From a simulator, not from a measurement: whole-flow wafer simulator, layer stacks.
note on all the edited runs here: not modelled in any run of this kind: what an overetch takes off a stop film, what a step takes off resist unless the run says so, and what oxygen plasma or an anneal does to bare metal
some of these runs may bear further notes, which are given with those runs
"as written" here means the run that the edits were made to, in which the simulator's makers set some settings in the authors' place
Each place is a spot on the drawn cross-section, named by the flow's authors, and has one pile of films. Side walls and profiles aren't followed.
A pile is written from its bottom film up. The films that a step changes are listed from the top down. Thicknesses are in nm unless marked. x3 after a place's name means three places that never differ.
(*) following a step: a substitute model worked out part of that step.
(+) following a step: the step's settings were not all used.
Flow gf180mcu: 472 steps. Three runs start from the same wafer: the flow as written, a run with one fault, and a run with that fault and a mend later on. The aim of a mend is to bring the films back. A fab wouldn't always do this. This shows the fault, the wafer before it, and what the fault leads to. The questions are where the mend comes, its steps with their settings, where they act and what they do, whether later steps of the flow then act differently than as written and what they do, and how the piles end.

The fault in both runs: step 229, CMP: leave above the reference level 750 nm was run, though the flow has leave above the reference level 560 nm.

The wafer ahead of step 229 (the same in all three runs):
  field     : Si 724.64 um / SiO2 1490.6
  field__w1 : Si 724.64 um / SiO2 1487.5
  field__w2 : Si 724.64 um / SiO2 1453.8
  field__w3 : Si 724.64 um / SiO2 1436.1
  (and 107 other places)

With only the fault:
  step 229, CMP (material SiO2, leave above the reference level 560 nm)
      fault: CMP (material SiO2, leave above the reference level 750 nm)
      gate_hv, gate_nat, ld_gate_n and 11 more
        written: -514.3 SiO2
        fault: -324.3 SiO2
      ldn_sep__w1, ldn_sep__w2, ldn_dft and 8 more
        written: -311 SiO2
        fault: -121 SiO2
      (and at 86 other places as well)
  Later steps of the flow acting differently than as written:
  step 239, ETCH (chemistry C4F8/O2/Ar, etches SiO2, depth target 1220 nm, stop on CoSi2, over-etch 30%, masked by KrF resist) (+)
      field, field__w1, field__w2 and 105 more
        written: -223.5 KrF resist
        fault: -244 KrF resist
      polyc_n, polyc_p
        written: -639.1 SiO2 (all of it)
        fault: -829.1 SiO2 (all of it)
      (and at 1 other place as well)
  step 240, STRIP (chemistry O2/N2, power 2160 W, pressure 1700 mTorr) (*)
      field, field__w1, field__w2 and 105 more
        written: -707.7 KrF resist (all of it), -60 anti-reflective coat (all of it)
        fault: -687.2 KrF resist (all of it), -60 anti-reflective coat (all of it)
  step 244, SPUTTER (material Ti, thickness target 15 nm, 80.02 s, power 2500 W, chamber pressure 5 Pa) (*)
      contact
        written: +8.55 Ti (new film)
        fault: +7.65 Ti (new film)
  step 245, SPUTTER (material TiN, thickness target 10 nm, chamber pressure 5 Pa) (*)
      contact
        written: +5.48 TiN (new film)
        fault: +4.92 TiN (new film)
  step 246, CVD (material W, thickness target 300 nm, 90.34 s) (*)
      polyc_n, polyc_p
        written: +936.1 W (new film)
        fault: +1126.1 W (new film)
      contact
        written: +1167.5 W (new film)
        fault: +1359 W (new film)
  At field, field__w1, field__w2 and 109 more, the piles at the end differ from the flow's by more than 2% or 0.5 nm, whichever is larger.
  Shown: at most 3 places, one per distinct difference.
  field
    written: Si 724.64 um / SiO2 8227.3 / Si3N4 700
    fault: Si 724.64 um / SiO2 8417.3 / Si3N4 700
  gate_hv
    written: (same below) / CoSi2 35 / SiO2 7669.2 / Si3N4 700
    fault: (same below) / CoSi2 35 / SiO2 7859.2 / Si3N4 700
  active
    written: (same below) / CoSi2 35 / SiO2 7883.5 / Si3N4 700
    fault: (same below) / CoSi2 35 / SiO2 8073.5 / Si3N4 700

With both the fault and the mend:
  After step 237 comes the mend.
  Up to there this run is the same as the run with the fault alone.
  step 237a, STRIP (chemistry O2/N2, power 2160 W, pressure 1700 mTorr) (*)
      field, field__w1, field__w2 and 105 more
        -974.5 KrF resist (all of it), -60 anti-reflective coat (all of it)
      contact, polyc_n, polyc_p
        -60 anti-reflective coat (all of it)
  step 237b, CMP (material SiO2, leave above the reference level 560 nm) (the flow's step 229 again)
      field, field__w1, field__w2 and 108 more
        -190 SiO2
  step 237c, HMDS (120 C, 60 s) (the flow's step 231 again)
      alters no film at any place that is followed
  step 237d, COAT (anti-reflective coat, thickness 60 nm, 182 C, 71 s) (the flow's step 232 again)
      field, field__w1, field__w2 and 108 more
        +60 anti-reflective coat (new film)
  step 237e, COAT (KrF resist, thickness 1000 nm) (the flow's step 233 again)
      field, field__w1, field__w2 and 108 more
        +1000 KrF resist (new film)
  step 237f, SOFTBAKE (KrF resist) (the flow's step 234 again)
      alters no film at any place that is followed
  step 237g, EXPOSE (photomask Contact) (the flow's step 235 again)
      alters no film at any place that is followed
  step 237h, PEB (KrF resist, 135 C, 90 s) (the flow's step 236 again)
      field, field__w1, field__w2 and 108 more
        -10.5 KrF resist
  step 237i, DEVELOP (KrF resist, thickness 1000 nm, 60 s) (the flow's step 237 again)
      field, field__w1, field__w2 and 105 more
        -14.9 KrF resist
      contact, polyc_n, polyc_p
        -989.5 KrF resist (all of it)
  Every later step of the flow that is run acts as written at every place that is followed.
  The piles end the same as the flow's at every place that both follow.
